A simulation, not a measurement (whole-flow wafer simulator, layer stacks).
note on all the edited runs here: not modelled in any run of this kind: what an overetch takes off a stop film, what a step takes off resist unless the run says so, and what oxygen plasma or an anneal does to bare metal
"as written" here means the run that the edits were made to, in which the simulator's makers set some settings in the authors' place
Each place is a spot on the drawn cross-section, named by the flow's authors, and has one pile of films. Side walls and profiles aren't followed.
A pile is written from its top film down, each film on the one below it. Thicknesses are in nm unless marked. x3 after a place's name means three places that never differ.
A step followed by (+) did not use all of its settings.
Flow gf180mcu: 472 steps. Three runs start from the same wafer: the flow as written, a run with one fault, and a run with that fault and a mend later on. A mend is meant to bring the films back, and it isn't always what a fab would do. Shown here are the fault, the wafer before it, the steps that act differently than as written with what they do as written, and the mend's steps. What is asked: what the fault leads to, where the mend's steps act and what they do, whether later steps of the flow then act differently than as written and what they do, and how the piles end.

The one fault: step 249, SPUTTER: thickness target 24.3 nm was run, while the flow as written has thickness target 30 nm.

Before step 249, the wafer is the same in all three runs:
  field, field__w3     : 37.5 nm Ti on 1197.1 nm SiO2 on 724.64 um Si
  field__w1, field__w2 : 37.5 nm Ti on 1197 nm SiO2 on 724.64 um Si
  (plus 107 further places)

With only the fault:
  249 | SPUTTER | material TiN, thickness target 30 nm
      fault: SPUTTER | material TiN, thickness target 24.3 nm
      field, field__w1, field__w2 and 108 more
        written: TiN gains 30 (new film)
        fault: TiN gains 24.3 (new film)
  Steps later in the flow that act otherwise than as written (1 more step, not shown, differs only slightly: by at most 2% or 0.5 nm, whichever is larger):
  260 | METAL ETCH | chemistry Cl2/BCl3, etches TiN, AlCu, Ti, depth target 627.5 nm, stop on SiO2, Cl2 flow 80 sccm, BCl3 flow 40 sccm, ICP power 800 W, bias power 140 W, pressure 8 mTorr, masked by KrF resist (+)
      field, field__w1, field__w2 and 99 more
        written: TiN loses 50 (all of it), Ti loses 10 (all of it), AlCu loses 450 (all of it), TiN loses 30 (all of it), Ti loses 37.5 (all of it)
        fault: TiN loses 50 (all of it), Ti loses 10 (all of it), AlCu loses 450 (all of it), TiN loses 24.3 (all of it), Ti loses 37.5 (all of it)
  The piles end different from the flow's at field__w8, contact, m1 and 6 more by more than 2% or 0.5 nm, whichever is larger.
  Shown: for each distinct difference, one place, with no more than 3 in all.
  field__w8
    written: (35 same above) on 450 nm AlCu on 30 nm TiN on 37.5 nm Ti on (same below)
    fault: (35 same above) on 450 nm AlCu on 24.3 nm TiN on 37.5 nm Ti on (same below)
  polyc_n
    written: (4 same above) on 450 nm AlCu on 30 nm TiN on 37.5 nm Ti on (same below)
    fault: (4 same above) on 450 nm AlCu on 24.3 nm TiN on 37.5 nm Ti on (same below)
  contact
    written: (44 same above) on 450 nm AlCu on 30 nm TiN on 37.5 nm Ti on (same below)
    fault: (44 same above) on 450 nm AlCu on 24.3 nm TiN on 37.5 nm Ti on (same below)

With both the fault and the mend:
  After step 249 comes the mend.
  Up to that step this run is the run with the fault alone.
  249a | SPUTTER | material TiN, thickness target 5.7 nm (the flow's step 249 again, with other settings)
      field, field__w1, field__w2 and 108 more
        TiN gains 5.7
  Every later step of the flow that is run acts as written at every place that is followed.
  By the end, the piles equal the flow's at every place that both follow.
